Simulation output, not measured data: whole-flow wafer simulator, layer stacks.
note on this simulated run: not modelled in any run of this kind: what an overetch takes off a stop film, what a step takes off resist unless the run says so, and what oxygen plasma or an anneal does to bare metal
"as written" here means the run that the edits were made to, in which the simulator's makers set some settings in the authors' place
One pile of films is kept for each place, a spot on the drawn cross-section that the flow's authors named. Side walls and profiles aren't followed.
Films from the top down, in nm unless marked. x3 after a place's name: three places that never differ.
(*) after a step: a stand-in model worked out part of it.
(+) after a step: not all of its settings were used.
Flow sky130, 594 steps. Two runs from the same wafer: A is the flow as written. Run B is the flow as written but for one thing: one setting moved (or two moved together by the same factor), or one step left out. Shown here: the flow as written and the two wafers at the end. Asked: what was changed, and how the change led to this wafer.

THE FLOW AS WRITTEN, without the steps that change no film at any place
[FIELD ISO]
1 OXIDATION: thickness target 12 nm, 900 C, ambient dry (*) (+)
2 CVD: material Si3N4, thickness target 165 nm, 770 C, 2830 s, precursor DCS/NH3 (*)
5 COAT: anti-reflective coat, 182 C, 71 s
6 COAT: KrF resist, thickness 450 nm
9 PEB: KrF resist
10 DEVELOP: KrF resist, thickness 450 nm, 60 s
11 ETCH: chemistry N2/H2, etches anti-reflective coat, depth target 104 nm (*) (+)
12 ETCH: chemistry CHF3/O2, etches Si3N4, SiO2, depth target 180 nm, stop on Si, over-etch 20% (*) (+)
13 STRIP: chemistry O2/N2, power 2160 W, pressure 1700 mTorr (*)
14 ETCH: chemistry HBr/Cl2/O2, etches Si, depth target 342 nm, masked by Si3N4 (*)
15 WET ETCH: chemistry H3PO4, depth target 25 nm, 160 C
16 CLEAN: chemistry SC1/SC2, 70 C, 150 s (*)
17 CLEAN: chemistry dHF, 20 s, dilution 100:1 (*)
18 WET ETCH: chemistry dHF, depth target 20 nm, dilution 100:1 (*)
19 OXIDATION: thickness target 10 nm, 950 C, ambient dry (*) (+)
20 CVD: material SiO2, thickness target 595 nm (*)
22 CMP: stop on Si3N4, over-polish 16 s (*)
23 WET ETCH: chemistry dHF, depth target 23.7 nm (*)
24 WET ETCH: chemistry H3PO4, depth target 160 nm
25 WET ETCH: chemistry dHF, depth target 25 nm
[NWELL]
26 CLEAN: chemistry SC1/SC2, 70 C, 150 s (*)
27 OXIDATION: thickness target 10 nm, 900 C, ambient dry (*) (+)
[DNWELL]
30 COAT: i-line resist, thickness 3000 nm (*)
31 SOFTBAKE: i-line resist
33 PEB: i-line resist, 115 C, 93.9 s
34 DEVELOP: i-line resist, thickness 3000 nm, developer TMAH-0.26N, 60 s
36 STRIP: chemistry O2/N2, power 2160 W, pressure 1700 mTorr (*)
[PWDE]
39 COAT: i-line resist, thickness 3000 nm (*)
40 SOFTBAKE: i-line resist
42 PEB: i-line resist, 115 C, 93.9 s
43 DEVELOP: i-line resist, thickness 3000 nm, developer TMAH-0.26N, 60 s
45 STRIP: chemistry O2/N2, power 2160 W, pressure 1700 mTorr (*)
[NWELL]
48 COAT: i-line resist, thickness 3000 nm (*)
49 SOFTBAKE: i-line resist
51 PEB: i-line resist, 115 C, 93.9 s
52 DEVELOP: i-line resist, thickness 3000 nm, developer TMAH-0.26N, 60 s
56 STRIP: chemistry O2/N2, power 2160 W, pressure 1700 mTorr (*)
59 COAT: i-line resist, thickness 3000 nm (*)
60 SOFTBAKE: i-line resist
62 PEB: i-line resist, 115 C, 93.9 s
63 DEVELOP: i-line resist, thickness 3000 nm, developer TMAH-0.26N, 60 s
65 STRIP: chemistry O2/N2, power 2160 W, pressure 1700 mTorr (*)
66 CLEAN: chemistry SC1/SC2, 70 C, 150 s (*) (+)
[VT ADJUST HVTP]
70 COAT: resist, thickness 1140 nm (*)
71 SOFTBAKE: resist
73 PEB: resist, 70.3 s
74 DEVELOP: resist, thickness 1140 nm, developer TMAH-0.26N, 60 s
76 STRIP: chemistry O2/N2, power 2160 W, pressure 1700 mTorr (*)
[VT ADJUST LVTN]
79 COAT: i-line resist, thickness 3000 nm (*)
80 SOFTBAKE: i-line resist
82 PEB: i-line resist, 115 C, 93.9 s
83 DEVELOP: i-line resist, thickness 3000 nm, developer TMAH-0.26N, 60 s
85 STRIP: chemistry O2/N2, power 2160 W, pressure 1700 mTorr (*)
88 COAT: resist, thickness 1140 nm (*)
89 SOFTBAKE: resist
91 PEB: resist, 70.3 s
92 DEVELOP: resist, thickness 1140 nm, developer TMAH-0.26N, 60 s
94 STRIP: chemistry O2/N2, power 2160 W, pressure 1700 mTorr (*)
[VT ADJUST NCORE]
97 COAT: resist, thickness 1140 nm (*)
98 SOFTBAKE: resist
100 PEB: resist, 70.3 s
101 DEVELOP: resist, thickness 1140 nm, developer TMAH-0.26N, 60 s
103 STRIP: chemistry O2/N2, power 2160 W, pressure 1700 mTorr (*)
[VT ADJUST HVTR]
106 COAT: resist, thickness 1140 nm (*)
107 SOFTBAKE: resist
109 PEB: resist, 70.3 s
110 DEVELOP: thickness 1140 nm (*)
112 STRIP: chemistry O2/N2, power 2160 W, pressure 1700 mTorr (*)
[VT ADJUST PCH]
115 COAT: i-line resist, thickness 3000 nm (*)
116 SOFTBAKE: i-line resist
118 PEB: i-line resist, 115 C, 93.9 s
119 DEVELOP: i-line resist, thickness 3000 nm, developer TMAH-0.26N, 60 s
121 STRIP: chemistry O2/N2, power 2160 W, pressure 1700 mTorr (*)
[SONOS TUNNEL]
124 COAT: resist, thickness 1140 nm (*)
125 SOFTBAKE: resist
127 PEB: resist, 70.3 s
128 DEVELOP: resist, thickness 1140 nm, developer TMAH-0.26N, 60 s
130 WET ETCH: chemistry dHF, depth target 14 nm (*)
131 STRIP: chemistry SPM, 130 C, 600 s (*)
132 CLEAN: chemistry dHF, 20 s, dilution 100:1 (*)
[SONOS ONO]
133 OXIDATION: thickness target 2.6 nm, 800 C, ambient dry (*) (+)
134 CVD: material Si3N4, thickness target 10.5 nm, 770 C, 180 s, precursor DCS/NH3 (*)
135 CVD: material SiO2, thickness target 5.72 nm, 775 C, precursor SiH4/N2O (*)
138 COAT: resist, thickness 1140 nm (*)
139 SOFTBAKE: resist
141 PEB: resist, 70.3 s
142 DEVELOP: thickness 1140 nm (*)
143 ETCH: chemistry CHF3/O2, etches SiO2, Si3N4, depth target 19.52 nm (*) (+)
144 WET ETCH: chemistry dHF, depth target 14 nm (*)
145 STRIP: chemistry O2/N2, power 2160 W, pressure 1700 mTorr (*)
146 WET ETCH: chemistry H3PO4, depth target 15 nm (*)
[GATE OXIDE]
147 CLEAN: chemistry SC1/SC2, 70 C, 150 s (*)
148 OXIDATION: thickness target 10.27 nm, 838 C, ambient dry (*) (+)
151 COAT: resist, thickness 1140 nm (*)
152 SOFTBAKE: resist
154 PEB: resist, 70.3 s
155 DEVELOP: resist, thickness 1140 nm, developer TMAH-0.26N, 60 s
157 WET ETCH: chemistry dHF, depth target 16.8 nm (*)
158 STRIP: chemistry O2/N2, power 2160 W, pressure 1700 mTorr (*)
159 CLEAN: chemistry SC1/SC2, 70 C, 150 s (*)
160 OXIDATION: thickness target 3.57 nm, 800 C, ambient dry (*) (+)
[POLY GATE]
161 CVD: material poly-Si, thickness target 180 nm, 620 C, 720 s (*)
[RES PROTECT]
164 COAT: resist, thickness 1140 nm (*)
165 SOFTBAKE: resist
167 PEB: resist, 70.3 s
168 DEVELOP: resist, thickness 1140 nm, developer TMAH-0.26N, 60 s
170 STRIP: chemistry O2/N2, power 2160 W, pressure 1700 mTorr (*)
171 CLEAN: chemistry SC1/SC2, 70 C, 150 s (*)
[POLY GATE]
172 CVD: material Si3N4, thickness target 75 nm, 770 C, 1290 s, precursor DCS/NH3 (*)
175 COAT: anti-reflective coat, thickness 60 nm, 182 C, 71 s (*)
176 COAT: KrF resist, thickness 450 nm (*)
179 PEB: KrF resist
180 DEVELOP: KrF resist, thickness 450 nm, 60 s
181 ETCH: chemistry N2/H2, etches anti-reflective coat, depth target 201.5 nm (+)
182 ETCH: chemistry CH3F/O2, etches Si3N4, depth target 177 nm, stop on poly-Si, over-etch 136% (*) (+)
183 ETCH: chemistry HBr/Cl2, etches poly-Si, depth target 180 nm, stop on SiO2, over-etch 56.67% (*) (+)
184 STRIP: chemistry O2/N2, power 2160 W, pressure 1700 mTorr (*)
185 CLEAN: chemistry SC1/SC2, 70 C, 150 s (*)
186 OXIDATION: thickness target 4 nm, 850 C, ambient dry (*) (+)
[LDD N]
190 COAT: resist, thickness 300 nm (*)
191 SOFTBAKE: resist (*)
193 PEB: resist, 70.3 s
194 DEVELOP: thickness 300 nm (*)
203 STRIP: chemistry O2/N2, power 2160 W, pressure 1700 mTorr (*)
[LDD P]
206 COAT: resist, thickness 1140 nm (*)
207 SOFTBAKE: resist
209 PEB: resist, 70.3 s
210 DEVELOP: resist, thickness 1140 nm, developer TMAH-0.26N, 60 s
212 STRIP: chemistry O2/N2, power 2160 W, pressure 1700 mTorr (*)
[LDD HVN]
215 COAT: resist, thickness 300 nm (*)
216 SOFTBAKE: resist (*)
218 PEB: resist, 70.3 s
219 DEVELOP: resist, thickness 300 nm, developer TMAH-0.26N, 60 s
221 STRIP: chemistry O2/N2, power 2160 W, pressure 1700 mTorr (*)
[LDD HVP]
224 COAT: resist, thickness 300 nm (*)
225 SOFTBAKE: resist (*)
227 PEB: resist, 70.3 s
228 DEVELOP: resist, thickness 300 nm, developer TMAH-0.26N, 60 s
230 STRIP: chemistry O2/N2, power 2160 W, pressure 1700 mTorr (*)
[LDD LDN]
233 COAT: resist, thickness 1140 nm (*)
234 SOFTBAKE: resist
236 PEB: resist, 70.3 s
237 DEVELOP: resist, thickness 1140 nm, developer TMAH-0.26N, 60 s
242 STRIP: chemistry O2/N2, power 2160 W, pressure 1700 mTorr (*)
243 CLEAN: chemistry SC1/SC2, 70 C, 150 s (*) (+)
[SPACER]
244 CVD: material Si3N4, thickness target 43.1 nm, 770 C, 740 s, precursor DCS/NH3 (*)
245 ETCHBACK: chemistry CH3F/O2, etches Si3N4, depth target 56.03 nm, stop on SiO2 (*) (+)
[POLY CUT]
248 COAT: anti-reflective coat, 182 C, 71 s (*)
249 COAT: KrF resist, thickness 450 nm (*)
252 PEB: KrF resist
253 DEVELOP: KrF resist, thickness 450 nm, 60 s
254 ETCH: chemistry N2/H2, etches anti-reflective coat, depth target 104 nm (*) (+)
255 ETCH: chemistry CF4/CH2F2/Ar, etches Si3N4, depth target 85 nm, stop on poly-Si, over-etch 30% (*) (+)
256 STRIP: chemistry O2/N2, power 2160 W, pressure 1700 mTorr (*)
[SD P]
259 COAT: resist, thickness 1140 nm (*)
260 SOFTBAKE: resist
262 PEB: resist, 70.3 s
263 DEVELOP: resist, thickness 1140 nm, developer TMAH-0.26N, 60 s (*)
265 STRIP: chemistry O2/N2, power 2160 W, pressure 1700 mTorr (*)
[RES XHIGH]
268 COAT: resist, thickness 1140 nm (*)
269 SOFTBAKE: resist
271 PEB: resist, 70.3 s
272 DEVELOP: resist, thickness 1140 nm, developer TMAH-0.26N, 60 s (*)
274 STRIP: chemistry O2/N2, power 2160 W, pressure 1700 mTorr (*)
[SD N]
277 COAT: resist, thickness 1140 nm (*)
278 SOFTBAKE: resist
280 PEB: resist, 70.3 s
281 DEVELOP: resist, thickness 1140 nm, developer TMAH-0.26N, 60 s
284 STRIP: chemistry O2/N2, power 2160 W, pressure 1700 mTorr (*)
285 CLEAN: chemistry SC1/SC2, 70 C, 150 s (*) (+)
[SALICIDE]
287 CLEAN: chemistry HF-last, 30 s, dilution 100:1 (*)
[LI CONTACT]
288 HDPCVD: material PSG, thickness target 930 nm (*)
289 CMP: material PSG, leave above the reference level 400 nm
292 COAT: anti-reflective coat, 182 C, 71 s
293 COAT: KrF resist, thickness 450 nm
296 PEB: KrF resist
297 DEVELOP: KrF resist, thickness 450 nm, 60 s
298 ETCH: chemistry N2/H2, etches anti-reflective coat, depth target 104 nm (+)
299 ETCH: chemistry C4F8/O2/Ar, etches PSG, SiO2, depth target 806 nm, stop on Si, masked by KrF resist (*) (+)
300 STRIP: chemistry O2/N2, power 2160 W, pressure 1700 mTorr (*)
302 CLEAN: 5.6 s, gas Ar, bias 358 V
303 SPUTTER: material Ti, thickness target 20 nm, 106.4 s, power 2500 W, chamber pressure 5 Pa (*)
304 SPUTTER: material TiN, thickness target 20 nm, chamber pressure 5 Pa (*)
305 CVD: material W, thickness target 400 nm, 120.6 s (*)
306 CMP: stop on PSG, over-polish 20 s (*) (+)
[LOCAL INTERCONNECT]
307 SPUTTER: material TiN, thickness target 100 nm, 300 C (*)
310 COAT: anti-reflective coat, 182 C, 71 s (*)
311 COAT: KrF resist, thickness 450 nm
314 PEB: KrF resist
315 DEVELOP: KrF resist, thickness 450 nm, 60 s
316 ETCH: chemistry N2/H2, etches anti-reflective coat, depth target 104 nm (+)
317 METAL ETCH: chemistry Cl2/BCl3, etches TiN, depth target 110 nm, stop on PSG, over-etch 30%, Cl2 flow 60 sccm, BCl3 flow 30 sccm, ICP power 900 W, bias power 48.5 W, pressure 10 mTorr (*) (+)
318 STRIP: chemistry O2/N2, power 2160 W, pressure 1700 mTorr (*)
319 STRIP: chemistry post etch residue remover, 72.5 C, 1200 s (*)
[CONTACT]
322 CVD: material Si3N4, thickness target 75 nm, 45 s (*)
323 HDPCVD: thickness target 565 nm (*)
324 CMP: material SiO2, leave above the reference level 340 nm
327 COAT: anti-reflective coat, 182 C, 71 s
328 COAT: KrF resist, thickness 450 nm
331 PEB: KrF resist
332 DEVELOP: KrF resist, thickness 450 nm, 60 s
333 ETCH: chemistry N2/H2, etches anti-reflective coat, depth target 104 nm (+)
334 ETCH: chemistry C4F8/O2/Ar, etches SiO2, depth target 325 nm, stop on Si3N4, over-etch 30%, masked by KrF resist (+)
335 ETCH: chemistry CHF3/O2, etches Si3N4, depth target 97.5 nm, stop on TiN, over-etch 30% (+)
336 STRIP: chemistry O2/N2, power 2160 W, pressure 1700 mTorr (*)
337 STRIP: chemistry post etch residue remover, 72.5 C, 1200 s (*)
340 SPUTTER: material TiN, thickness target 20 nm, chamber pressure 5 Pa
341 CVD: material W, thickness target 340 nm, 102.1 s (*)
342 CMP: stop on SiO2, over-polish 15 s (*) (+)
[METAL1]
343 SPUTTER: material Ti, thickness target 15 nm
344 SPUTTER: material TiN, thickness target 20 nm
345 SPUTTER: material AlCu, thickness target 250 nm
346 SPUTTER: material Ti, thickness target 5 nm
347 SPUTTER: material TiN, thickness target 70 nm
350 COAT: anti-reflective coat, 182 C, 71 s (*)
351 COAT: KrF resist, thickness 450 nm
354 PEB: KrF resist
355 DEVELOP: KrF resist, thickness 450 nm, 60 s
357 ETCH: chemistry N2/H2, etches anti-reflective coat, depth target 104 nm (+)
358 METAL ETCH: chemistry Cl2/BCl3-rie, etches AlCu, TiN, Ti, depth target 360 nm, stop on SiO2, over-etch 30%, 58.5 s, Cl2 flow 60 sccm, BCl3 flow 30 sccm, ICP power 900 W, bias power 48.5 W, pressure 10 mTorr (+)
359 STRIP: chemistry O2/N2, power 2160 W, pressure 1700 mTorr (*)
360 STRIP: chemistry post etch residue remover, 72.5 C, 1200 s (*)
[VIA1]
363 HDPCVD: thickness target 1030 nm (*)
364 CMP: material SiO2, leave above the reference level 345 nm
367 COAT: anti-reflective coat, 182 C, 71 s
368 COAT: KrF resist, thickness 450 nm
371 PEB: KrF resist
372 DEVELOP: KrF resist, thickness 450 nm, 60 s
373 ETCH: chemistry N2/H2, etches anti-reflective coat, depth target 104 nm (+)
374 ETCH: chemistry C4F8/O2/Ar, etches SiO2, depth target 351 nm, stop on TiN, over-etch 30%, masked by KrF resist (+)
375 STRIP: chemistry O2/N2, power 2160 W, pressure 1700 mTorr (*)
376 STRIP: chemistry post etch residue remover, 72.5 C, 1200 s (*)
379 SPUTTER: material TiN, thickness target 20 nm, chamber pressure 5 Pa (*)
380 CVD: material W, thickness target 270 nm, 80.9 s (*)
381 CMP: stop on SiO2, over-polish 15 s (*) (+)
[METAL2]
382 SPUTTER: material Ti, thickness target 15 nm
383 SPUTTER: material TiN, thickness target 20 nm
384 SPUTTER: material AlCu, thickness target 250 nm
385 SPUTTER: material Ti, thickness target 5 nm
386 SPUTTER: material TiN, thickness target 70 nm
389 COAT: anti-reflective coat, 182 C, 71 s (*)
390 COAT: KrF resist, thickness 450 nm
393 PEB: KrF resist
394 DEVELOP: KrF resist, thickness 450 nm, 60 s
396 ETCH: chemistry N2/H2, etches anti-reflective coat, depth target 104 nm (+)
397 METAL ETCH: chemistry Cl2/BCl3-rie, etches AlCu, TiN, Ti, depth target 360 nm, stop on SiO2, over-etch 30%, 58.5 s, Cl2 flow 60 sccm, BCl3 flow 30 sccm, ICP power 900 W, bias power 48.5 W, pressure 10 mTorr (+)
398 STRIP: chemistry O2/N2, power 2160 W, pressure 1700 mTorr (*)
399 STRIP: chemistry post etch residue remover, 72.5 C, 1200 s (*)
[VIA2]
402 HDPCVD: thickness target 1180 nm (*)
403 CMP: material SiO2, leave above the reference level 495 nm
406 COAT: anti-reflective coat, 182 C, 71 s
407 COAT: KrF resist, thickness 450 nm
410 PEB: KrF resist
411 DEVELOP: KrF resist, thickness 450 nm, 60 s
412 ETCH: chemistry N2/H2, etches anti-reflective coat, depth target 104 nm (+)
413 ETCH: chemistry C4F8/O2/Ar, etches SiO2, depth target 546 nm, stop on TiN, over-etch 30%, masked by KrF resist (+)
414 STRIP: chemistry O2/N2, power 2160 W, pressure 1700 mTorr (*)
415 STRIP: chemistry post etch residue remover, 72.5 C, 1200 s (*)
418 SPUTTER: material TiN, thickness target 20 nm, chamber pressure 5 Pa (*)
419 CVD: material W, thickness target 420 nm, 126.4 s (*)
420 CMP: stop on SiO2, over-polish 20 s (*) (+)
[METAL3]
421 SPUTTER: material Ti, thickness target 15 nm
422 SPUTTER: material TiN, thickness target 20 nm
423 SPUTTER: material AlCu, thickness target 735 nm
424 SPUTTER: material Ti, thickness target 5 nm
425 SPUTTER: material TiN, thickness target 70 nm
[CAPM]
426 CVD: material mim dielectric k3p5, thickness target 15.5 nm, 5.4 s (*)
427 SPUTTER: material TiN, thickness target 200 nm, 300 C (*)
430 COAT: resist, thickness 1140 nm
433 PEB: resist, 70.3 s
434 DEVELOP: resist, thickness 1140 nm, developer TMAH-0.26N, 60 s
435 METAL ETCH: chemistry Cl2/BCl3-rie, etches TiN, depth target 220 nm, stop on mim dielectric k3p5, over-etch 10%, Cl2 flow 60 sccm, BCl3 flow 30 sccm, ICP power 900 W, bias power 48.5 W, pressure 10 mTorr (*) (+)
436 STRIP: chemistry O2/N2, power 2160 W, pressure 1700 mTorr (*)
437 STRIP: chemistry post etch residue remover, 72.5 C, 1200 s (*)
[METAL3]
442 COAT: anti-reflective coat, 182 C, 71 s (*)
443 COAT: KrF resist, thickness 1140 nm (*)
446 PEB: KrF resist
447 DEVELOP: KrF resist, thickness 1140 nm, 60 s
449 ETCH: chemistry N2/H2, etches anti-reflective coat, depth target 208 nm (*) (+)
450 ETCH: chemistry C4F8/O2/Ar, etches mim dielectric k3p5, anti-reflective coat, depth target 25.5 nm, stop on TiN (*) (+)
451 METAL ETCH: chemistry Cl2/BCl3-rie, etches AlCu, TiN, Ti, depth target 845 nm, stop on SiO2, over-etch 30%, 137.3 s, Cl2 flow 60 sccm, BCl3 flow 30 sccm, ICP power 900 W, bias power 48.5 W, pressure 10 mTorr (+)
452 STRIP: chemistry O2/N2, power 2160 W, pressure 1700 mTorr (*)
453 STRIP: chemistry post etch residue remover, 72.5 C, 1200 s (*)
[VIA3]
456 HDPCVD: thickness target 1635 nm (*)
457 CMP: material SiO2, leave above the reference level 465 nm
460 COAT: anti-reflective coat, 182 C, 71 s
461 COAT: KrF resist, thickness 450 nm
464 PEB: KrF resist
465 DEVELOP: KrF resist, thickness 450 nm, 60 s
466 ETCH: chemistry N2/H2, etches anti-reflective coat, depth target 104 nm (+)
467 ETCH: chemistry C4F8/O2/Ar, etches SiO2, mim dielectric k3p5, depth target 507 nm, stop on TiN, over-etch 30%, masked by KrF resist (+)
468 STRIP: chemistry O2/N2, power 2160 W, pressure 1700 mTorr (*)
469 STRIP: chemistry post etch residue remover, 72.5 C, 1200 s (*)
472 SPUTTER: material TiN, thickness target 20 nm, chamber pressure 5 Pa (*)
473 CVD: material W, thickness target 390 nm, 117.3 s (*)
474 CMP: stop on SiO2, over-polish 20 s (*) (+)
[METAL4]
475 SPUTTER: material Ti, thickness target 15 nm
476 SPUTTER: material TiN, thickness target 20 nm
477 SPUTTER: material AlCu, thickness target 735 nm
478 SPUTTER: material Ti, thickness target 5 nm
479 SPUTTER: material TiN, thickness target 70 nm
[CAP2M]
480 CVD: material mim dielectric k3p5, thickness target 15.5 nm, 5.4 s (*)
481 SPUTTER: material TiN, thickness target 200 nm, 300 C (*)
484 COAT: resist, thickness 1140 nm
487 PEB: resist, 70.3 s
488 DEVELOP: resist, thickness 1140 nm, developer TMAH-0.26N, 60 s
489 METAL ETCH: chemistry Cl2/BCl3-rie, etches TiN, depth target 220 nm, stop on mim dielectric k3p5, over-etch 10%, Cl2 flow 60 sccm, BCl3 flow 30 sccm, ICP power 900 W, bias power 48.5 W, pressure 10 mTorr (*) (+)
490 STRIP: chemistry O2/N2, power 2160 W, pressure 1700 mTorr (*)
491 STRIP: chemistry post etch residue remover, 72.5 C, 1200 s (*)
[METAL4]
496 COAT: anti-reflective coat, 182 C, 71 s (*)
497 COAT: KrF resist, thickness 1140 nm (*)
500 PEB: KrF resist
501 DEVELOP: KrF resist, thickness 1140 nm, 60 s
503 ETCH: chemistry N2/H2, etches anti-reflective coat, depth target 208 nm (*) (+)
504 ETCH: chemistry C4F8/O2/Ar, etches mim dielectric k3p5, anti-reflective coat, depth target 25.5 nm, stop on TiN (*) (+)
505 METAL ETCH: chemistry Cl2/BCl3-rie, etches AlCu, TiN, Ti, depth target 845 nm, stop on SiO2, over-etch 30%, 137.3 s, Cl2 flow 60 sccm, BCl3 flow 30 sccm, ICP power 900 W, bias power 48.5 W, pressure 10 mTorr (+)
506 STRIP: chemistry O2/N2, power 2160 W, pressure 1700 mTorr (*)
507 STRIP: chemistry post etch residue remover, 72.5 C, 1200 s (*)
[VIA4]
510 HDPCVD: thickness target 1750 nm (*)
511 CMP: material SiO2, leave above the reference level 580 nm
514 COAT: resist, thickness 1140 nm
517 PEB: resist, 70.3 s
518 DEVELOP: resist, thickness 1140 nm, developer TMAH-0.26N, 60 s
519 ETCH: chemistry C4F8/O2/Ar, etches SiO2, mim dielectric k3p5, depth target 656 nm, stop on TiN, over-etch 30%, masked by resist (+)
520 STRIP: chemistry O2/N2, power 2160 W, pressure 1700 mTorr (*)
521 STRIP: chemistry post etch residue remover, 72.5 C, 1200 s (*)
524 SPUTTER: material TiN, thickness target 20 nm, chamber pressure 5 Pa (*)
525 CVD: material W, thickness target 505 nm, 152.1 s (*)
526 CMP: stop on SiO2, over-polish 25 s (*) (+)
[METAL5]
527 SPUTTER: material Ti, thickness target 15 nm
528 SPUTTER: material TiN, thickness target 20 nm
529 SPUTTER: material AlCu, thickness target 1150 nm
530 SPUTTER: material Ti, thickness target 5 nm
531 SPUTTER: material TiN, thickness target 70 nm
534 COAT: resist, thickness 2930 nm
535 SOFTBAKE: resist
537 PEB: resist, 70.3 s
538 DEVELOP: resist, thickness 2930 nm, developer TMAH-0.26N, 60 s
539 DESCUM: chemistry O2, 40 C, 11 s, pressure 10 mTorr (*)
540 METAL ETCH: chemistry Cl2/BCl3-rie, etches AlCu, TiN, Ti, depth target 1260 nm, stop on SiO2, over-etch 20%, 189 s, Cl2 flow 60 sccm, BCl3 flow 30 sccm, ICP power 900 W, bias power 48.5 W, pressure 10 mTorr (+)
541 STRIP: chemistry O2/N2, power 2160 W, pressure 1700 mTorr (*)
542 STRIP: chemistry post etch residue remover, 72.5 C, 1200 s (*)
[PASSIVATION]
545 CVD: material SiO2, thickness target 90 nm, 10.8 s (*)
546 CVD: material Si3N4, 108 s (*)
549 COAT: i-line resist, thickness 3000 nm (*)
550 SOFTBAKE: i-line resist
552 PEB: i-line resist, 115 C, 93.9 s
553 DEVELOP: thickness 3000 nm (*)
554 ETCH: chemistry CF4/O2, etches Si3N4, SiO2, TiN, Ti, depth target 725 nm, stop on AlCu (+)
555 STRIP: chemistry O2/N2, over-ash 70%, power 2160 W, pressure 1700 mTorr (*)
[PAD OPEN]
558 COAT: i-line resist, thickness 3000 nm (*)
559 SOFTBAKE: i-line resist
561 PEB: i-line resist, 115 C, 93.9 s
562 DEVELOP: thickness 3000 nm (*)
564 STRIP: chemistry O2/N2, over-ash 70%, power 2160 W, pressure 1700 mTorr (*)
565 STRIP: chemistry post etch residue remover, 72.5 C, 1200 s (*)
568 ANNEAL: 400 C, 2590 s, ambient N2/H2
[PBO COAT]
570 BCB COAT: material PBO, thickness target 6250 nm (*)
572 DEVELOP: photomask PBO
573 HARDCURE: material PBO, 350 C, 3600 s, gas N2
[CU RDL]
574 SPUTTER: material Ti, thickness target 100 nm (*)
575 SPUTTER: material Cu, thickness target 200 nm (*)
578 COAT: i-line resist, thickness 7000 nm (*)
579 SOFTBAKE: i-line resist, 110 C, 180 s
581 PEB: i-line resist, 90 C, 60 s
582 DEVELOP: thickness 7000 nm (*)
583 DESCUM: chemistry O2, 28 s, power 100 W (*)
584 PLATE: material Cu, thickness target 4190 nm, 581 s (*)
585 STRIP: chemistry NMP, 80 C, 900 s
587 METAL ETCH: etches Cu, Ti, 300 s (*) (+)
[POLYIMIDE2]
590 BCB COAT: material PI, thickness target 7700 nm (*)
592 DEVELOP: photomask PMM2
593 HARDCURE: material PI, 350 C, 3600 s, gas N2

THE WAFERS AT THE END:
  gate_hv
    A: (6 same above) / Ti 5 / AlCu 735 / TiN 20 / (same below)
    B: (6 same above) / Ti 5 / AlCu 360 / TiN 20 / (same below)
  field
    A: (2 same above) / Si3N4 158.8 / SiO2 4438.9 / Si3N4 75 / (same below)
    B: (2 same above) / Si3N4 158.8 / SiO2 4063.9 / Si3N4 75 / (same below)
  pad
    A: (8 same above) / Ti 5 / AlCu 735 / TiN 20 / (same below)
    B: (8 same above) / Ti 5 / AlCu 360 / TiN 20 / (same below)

The cause: step 477, SPUTTER: thickness target 360 nm was run, where the flow has thickness target 735 nm.
It can be read off the wafer: gate_hv has AlCu 360, and step 477 as written asks for 735 nm.

How the change led to this, step by step:
  477 SPUTTER: material AlCu, thickness target 735 nm
      field, active, n_well and 189 more: A AlCu +735 (new film) | B AlCu +360 (new film)
  505 METAL ETCH: chemistry Cl2/BCl3-rie, etches AlCu, TiN, Ti, depth target 845 nm, stop on SiO2, over-etch 30%, 137.3 s, Cl2 flow 60 sccm, BCl3 flow 30 sccm, ICP power 900 W, bias power 48.5 W, pressure 10 mTorr (+)
      field, gate, spacer and 68 more: A TiN -70 (all of it), Ti -5 (all of it), AlCu -735 (all of it), TiN -20 (all of it), Ti -15 (all of it), SiO2 -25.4 | B TiN -70 (all of it), Ti -5 (all of it), AlCu -360 (all of it), TiN -20 (all of it), Ti -15 (all of it), SiO2 -62.9
      active, vpp_iso1, m1_ln and 13 more: A TiN -70 (all of it), Ti -5 (all of it), AlCu -735 (all of it), TiN -20 (all of it), Ti -15 (all of it), SiO2 -25.3 | B TiN -70 (all of it), Ti -5 (all of it), AlCu -360 (all of it), TiN -20 (all of it), Ti -15 (all of it), SiO2 -62.8
      (and at 1 more place)
  511 CMP: material SiO2, leave above the reference level 580 nm
      field, active, gate and 77 more: A SiO2 -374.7 | B SiO2 -712.2
      iso_guard__w1, mim_edge_gap, vpp_m3ln, rpm_encl, via2_enc, rpm_encl_psd, iso_guard_nsd_tip: A SiO2 -374.6 | B SiO2 -712.1
      (and at 1 more place)
